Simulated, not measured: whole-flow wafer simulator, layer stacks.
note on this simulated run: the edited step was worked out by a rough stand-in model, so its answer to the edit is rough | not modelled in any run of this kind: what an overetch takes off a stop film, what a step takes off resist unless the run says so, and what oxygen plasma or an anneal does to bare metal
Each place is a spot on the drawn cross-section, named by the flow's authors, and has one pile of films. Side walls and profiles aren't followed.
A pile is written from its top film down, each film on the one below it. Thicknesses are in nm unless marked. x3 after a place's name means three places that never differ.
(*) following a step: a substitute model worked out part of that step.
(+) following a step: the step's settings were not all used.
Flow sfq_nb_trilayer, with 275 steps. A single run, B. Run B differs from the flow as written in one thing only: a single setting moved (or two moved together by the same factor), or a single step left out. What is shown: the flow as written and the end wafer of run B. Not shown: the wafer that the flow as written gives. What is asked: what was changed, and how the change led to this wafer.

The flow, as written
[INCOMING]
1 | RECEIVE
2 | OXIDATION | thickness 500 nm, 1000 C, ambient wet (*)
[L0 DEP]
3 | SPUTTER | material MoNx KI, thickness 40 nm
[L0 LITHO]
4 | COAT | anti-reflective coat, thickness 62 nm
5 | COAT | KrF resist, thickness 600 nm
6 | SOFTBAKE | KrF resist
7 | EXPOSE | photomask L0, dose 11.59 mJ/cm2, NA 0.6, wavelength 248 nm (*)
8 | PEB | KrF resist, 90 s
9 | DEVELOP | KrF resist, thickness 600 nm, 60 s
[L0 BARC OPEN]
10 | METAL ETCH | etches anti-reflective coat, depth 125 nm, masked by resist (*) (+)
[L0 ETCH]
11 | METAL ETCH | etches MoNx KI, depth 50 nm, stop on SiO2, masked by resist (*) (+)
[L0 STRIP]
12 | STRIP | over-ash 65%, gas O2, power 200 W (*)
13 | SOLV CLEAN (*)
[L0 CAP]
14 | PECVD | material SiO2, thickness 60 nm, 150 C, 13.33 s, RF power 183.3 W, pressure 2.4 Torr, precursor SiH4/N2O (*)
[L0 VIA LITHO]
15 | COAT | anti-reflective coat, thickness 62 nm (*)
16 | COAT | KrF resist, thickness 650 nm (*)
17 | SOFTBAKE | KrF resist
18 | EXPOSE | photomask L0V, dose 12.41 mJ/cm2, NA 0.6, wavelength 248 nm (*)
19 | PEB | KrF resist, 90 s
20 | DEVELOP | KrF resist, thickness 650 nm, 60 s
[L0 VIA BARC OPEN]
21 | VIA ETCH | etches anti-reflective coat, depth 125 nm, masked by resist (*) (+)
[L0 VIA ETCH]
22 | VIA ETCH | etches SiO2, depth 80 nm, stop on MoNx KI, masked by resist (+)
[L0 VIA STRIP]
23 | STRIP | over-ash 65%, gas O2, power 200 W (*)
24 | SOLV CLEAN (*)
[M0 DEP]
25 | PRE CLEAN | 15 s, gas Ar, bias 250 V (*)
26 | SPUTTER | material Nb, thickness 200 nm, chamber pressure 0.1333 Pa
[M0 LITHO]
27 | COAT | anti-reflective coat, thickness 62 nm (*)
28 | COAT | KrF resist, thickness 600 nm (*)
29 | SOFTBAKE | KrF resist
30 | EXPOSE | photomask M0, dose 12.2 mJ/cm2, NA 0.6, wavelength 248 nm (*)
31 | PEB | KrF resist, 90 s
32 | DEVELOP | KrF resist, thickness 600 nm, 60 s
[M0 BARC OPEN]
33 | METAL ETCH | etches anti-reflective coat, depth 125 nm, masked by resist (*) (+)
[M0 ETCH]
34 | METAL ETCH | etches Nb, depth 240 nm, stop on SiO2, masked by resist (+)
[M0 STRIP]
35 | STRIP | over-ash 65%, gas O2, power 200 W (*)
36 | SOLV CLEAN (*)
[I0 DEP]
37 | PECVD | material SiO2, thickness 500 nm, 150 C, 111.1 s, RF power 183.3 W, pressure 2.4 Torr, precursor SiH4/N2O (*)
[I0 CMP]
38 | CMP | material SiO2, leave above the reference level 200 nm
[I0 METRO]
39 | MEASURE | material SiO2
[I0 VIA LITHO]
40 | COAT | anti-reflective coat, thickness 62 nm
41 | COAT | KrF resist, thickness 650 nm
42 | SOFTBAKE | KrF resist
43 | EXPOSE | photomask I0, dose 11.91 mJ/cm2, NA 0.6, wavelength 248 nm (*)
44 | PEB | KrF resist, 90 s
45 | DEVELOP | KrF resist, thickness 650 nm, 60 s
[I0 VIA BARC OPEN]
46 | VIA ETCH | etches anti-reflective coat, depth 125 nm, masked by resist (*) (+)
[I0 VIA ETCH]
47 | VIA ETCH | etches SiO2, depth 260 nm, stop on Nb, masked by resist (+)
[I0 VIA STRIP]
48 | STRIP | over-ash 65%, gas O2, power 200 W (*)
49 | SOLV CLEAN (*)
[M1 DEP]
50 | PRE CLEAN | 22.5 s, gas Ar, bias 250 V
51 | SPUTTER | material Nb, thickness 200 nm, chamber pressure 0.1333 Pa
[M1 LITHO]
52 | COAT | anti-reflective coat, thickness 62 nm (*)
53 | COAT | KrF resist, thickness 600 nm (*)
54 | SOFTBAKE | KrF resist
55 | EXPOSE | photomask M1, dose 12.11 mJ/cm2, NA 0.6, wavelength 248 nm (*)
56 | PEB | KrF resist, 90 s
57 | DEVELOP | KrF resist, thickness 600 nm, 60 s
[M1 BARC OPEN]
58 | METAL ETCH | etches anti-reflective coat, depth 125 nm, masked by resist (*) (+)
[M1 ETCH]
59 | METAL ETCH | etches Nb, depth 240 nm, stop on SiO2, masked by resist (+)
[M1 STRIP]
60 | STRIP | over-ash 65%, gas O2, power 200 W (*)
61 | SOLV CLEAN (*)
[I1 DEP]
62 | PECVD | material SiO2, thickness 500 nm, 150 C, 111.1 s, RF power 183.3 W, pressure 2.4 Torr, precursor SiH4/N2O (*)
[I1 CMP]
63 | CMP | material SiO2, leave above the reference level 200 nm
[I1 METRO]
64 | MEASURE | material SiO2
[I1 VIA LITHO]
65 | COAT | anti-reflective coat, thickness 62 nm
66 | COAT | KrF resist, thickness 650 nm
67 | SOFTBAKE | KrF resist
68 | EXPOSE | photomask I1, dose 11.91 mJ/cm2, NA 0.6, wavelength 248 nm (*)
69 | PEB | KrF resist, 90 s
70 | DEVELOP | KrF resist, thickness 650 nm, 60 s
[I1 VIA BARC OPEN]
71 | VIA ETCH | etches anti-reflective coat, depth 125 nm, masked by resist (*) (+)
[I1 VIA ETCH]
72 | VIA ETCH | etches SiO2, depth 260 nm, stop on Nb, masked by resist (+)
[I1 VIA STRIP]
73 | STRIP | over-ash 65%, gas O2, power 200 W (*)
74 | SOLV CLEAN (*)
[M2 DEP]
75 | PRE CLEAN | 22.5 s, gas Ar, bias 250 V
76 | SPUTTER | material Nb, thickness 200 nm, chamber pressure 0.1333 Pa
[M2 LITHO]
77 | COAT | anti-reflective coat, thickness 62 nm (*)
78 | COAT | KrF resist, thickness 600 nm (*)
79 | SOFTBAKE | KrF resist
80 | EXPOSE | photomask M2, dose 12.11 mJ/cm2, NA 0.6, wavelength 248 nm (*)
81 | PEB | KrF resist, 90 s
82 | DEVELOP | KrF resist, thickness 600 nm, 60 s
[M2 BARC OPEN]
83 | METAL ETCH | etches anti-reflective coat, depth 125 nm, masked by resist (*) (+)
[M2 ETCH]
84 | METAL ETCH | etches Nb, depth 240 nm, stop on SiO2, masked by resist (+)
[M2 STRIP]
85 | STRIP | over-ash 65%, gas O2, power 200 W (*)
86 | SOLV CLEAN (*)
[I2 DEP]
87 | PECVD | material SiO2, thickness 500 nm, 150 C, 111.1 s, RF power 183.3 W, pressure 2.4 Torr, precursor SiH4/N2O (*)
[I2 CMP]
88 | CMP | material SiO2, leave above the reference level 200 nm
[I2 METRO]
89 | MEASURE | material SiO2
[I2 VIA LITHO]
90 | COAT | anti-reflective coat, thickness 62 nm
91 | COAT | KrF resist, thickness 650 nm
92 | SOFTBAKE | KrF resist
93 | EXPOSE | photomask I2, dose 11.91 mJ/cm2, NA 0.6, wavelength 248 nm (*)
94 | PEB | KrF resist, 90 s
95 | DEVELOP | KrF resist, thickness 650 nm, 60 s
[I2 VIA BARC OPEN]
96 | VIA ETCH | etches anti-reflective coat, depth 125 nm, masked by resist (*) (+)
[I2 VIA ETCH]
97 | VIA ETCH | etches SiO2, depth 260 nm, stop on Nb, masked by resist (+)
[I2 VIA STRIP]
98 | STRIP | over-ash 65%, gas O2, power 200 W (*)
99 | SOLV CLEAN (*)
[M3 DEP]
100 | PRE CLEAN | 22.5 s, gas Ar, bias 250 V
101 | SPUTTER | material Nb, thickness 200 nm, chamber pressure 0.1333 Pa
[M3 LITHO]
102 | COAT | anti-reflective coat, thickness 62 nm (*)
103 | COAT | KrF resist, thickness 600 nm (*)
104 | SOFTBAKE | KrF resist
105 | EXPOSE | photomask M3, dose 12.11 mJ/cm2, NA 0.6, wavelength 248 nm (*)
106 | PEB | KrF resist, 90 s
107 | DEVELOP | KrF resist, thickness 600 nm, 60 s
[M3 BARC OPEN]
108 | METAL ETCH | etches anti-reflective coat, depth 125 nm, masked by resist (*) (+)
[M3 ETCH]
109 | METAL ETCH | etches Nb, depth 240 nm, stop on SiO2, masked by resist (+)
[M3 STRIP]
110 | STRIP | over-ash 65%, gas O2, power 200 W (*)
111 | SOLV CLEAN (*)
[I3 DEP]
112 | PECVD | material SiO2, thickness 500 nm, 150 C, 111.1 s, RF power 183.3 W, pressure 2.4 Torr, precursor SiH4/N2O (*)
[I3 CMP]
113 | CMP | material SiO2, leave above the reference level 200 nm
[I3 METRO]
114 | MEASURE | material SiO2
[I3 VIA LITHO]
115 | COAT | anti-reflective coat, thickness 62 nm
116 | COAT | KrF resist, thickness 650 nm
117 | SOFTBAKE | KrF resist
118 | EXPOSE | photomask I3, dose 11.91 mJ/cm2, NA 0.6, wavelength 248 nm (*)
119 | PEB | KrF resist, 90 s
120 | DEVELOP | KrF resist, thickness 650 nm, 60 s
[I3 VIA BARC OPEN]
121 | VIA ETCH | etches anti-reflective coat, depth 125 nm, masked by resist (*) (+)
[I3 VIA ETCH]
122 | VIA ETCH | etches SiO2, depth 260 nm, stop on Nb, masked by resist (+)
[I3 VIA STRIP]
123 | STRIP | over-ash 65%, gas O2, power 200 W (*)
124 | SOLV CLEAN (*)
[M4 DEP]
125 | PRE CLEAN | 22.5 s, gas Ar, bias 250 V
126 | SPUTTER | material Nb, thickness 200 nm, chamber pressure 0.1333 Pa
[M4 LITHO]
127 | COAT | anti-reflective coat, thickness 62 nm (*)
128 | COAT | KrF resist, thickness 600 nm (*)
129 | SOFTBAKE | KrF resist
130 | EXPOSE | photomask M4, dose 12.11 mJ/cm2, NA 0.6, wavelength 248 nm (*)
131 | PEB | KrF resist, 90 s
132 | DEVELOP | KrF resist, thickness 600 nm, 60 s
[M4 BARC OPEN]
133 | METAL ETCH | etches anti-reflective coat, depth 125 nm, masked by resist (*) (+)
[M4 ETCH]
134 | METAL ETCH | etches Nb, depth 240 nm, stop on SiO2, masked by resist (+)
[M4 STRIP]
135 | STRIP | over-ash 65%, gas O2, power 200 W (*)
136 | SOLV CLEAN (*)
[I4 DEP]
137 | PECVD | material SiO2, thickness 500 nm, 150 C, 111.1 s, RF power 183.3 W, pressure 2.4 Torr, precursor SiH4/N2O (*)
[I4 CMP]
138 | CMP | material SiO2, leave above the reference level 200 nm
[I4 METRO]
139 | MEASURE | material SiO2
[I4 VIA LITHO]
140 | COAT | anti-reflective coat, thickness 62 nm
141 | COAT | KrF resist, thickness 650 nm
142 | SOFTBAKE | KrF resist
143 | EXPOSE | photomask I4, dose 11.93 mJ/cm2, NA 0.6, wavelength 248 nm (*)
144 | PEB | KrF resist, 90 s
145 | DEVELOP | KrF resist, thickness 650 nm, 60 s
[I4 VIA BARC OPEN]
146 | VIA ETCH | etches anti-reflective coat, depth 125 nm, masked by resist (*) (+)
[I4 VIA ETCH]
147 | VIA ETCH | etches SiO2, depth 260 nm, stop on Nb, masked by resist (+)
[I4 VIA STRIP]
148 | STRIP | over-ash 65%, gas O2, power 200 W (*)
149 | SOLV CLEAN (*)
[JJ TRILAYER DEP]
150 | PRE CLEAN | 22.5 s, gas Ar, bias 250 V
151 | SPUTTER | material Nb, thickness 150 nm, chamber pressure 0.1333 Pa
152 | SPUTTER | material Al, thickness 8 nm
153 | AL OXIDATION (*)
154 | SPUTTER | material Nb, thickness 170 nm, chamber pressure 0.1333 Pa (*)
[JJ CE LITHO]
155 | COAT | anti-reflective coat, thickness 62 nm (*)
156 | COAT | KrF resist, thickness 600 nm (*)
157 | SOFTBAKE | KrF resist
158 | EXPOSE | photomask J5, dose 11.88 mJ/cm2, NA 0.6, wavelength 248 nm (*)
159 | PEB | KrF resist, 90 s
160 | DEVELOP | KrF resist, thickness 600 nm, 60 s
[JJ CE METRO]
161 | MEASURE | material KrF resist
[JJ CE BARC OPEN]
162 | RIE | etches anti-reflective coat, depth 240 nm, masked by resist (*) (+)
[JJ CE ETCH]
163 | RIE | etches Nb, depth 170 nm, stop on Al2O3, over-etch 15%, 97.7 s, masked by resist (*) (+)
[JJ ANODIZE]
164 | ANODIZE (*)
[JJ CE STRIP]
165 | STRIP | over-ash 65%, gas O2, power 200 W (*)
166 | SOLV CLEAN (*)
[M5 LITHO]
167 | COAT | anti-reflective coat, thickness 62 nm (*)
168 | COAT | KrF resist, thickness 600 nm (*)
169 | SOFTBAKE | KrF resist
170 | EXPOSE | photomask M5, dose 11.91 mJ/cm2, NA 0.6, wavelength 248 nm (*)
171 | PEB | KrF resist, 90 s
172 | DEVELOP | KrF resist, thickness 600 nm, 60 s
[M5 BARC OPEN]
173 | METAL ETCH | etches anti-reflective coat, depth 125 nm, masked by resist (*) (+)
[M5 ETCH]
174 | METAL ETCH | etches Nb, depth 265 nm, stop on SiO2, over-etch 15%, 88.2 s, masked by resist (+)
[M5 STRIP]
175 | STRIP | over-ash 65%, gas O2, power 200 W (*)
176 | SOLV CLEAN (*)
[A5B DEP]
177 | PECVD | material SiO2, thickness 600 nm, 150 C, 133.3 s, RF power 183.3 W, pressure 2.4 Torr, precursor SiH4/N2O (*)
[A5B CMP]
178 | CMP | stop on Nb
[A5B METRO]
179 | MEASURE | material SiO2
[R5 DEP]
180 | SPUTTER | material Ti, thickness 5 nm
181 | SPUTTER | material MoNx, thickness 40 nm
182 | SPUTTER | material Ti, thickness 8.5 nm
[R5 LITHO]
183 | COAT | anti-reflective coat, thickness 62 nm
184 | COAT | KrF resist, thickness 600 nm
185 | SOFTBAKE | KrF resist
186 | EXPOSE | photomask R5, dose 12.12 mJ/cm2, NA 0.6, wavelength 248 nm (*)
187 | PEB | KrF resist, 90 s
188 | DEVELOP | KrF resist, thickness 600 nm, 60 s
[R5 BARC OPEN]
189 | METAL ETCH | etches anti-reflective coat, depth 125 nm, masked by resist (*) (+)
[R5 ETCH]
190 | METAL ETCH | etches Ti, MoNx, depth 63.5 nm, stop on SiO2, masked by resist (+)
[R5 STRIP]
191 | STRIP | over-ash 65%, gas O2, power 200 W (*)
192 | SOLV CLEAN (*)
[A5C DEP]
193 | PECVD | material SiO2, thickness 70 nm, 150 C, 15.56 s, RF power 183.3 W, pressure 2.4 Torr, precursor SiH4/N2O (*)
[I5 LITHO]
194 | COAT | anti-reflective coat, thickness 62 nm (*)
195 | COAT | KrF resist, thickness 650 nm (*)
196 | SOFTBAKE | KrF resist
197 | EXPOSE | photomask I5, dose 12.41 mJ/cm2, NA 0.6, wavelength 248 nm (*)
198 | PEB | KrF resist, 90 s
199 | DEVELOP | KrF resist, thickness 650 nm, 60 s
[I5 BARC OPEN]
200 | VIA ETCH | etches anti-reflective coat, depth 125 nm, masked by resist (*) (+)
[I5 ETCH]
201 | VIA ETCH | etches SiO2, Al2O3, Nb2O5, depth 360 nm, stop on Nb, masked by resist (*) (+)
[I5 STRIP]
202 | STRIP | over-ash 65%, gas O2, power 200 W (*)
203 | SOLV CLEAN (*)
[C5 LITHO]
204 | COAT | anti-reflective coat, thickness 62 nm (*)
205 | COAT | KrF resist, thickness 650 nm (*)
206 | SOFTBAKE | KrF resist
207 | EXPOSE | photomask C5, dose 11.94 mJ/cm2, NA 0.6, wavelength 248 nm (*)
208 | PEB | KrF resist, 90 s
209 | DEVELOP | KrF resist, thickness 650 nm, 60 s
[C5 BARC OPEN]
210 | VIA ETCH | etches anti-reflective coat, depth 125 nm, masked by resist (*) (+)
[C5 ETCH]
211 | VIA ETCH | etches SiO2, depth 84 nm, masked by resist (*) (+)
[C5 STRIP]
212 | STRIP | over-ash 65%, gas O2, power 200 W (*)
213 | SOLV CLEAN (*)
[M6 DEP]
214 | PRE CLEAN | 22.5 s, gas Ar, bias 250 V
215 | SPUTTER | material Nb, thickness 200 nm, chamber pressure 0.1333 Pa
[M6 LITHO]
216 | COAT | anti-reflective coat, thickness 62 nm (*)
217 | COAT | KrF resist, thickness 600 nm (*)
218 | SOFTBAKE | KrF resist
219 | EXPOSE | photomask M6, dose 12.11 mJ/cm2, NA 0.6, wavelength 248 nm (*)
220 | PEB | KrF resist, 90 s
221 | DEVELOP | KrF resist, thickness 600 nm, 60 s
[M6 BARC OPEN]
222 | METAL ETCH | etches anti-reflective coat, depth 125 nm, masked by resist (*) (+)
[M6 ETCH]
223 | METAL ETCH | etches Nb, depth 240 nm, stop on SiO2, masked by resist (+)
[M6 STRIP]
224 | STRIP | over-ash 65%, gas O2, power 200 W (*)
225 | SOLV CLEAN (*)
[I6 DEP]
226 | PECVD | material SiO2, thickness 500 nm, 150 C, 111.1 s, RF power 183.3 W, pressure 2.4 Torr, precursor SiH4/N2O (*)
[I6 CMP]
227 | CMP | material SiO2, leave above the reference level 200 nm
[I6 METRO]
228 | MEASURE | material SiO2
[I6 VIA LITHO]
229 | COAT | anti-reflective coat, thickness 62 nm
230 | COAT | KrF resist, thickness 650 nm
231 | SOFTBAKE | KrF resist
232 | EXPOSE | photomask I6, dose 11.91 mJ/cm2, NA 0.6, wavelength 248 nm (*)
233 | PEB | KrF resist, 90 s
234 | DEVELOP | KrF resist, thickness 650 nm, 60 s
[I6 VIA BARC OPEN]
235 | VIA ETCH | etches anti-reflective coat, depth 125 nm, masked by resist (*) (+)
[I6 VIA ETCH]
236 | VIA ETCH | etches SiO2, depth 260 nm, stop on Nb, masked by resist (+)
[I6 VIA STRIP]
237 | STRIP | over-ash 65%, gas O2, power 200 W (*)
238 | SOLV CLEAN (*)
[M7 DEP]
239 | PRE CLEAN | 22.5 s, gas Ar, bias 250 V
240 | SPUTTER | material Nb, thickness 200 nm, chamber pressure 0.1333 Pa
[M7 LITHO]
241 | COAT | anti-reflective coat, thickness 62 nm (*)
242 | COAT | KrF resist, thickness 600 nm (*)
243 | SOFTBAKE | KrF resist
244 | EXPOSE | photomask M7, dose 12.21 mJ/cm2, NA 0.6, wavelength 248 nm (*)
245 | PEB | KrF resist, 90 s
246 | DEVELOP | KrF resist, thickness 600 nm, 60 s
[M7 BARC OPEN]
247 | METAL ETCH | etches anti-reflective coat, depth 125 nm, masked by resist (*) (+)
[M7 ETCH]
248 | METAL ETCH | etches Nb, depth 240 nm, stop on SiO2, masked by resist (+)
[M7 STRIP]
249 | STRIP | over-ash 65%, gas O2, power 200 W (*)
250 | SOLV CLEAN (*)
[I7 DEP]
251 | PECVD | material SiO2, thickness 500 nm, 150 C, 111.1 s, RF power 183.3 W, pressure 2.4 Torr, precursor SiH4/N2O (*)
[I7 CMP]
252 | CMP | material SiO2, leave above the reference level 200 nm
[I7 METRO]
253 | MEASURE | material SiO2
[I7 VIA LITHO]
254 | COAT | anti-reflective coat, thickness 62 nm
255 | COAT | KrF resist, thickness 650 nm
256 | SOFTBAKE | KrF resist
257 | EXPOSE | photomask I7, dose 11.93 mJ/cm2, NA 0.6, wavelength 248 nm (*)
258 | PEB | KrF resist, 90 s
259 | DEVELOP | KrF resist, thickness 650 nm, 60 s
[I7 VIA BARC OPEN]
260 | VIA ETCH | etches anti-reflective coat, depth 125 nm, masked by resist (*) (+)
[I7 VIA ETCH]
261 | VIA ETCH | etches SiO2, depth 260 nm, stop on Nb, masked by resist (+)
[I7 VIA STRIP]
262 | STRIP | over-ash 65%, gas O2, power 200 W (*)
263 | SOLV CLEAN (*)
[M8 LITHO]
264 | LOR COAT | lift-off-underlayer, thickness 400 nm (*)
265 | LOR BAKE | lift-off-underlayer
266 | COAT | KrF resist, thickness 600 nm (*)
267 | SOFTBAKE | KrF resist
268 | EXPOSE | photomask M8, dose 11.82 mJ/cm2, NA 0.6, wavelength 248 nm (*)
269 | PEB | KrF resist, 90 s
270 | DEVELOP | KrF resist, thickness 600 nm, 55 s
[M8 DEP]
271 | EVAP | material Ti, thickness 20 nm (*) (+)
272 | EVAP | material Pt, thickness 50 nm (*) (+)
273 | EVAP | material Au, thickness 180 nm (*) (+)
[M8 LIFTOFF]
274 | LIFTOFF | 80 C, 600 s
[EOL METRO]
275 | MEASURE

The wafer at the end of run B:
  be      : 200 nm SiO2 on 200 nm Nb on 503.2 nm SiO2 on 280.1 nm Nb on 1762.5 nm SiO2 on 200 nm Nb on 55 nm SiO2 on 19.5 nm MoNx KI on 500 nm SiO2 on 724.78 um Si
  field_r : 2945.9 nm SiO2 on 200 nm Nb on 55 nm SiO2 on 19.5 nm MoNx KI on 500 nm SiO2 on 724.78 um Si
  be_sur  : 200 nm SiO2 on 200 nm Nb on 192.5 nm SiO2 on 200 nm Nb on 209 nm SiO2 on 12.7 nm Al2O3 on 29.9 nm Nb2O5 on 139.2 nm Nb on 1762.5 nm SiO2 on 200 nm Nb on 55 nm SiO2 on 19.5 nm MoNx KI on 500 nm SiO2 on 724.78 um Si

What caused this: step 11, METAL ETCH: depth 20.5 nm was run, whereas the flow has depth 50 nm.

Step by step, how the change led to this:
  11 | METAL ETCH | etches MoNx KI, depth 50 nm, stop on SiO2, masked by resist (*) (+)
      v_sur, via_wl, via_w and 97 more: MoNx KI loses 20.5 (as written it would have been: MoNx KI loses 40 (all of it))
      field_l, l0_sur, l0v, l0r_line_l, l0r_line_c, l0r_line_r: KrF resist loses 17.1 (as written it would have been: KrF resist loses 41.7)
  12 | STRIP | over-ash 65%, gas O2, power 200 W (*)
      field_l, l0_sur, l0v, l0r_line_l, l0r_line_c, l0r_line_r: KrF resist loses 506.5 (all of it), anti-reflective coat loses 62 (all of it) (as written it would have been: KrF resist loses 481.9 (all of it), anti-reflective coat loses 62 (all of it))
  14 | PECVD | material SiO2, thickness 60 nm, 150 C, 13.33 s, RF power 183.3 W, pressure 2.4 Torr, precursor SiH4/N2O (*)
      v_sur, via_wl, via_w and 97 more: SiO2 gains 60 (new film) (as written it would have been: SiO2 gains 60)
  15 | COAT | anti-reflective coat, thickness 62 nm (*)
      l0r_line_l, l0r_line_c, l0r_line_r: anti-reflective coat gains 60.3 (new film) (as written it would have been: anti-reflective coat gains 59 (new film))
      field_l: anti-reflective coat gains 59 (new film) (as written it would have been: anti-reflective coat gains 56.7 (new film))
      (as well as at 4 more places)
  23 | STRIP | over-ash 65%, gas O2, power 200 W (*)
      l0r_line_l, l0r_line_c, l0r_line_r: KrF resist loses 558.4 (all of it), anti-reflective coat loses 60.3 (all of it) (as written it would have been: KrF resist loses 557 (all of it), anti-reflective coat loses 59 (all of it))
      field_l: KrF resist loses 555.6 (all of it), anti-reflective coat loses 59 (all of it) (as written it would have been: KrF resist loses 551.4 (all of it), anti-reflective coat loses 56.7 (all of it))
      (as well as at 4 more places)
  27 | COAT | anti-reflective coat, thickness 62 nm (*)
      l0r_line_l, l0r_line_c: anti-reflective coat gains 60.3 (new film) (as written it would have been: anti-reflective coat gains 59 (new film))
      field_l: anti-reflective coat gains 59.2 (new film) (as written it would have been: anti-reflective coat gains 56.9 (new film))
      (as well as at 5 more places)
  35 | STRIP | over-ash 65%, gas O2, power 200 W (*)
      l0r_line_l, l0r_line_c: KrF resist loses 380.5 (all of it), anti-reflective coat loses 60.3 (all of it) (as written it would have been: KrF resist loses 378.6 (all of it), anti-reflective coat loses 59 (all of it))
      field_l: KrF resist loses 377.5 (all of it), anti-reflective coat loses 59.2 (all of it) (as written it would have been: KrF resist loses 372.9 (all of it), anti-reflective coat loses 56.9 (all of it))
      (as well as at 5 more places)
  38 | CMP | material SiO2, leave above the reference level 200 nm
      field_l, l0_sur, l0r_line_l, l0r_line_c, l0r_line_r: SiO2 loses 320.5 (as written it would have been: SiO2 loses 340)
      l0v: SiO2 loses 258.3 (as written it would have been: SiO2 loses 277.8)
Taking metal films that touch as one body, be has 4 bodies (between them, from the top down: SiO2 503.2; SiO2 1762.5; SiO2 55); the flow as written gives 3 bodies (between them, from the top down: SiO2 503.2; SiO2 1762.5).
Taking metal films that touch as one body, field_r has 2 bodies (between them, from the top down: SiO2 55); the flow as written gives 1 body.
Taking metal films that touch as one body, be_sur has 5 bodies (between them, from the top down: SiO2 192.5; SiO2 209 / Al2O3 12.7 / Nb2O5 29.9; SiO2 1762.5; SiO2 55); the flow as written gives 4 bodies (between them, from the top down: SiO2 192.5; SiO2 209 / Al2O3 12.7 / Nb2O5 29.9; SiO2 1762.5).
